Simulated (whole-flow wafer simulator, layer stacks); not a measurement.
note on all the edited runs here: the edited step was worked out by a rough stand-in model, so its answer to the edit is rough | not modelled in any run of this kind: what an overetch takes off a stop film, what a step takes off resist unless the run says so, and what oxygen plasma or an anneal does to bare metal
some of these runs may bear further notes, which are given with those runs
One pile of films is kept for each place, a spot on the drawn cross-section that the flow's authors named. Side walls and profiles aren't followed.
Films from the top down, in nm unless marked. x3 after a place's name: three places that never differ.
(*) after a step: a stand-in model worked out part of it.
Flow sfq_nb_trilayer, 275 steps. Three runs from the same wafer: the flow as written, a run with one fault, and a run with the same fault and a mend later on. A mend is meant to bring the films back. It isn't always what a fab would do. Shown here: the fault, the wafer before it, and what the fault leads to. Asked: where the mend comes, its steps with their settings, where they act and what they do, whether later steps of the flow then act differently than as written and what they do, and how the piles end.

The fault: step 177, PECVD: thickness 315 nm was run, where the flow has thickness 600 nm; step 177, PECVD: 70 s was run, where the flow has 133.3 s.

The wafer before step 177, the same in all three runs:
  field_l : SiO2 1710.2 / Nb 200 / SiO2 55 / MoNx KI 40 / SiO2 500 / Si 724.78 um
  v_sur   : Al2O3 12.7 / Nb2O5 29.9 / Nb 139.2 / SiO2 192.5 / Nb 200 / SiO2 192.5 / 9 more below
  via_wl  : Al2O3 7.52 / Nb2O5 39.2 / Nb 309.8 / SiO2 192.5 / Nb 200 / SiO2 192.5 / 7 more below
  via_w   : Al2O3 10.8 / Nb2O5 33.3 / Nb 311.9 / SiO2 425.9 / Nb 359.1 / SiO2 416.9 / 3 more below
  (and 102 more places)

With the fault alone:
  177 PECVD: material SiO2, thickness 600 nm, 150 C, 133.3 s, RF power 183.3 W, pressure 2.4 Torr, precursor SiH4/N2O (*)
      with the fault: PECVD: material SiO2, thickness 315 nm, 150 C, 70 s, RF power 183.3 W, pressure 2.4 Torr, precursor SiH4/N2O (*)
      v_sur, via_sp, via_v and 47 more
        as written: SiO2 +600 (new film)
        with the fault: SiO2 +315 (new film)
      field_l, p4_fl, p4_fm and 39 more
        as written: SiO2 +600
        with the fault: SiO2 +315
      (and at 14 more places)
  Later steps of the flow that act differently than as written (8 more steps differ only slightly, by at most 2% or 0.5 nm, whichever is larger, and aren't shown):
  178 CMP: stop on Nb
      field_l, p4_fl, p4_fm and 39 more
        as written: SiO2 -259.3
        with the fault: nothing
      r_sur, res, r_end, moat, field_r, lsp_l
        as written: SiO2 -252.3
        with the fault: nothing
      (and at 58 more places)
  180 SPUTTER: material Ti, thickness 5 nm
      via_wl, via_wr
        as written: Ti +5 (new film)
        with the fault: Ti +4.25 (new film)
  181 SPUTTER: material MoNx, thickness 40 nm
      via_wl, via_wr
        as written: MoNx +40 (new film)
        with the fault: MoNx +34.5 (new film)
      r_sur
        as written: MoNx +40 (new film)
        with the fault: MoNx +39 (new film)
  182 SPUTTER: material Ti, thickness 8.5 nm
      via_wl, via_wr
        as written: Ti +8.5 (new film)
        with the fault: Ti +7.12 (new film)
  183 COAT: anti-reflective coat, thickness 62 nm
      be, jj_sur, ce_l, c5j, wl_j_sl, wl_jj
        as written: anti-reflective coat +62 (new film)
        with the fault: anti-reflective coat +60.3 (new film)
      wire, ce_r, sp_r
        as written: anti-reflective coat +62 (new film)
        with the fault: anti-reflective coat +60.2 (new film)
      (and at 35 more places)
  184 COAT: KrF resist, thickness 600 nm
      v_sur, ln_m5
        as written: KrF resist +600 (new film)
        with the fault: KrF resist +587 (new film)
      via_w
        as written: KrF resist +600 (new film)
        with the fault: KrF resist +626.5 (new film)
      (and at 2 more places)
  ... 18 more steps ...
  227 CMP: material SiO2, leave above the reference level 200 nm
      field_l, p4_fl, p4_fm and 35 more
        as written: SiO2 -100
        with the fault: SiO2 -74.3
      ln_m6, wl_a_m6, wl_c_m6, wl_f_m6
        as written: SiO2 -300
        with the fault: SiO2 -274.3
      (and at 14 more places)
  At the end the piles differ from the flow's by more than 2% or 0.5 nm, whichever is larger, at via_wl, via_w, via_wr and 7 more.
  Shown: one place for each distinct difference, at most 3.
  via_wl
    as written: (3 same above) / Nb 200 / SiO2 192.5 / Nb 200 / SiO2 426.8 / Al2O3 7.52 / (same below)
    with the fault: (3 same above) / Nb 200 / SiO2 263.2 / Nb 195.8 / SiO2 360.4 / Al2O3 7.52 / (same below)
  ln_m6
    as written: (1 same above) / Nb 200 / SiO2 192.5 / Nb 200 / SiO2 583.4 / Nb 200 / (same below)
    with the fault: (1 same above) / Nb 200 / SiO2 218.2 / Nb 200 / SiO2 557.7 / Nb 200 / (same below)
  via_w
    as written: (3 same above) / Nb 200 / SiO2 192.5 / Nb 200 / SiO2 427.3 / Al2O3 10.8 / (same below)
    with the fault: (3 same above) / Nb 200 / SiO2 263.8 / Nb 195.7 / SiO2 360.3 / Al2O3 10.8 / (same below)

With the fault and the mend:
  The mend comes after step 177.
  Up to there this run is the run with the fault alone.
  177a PECVD: material SiO2, thickness 285 nm, 150 C, 63.33 s, RF power 183.3 W, pressure 2.4 Torr, precursor SiH4/N2O (*) (the flow's step 177 once more, with other settings)
      field_l, v_sur, via_sp and 94 more
        SiO2 +285
      r_sur, res, r_end, moat, field_r, lsp_l
        SiO2 +281.8
      via_wl, via_wr
        SiO2 +271.8
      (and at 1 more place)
  Later steps of the flow that act differently than as written:
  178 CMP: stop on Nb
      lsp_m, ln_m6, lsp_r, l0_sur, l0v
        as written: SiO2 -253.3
        with the mend: SiO2 -259.3
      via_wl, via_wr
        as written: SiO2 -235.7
        with the mend: SiO2 -206.1
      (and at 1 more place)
  At the end the piles are the same as the flow's at every place that both follow.
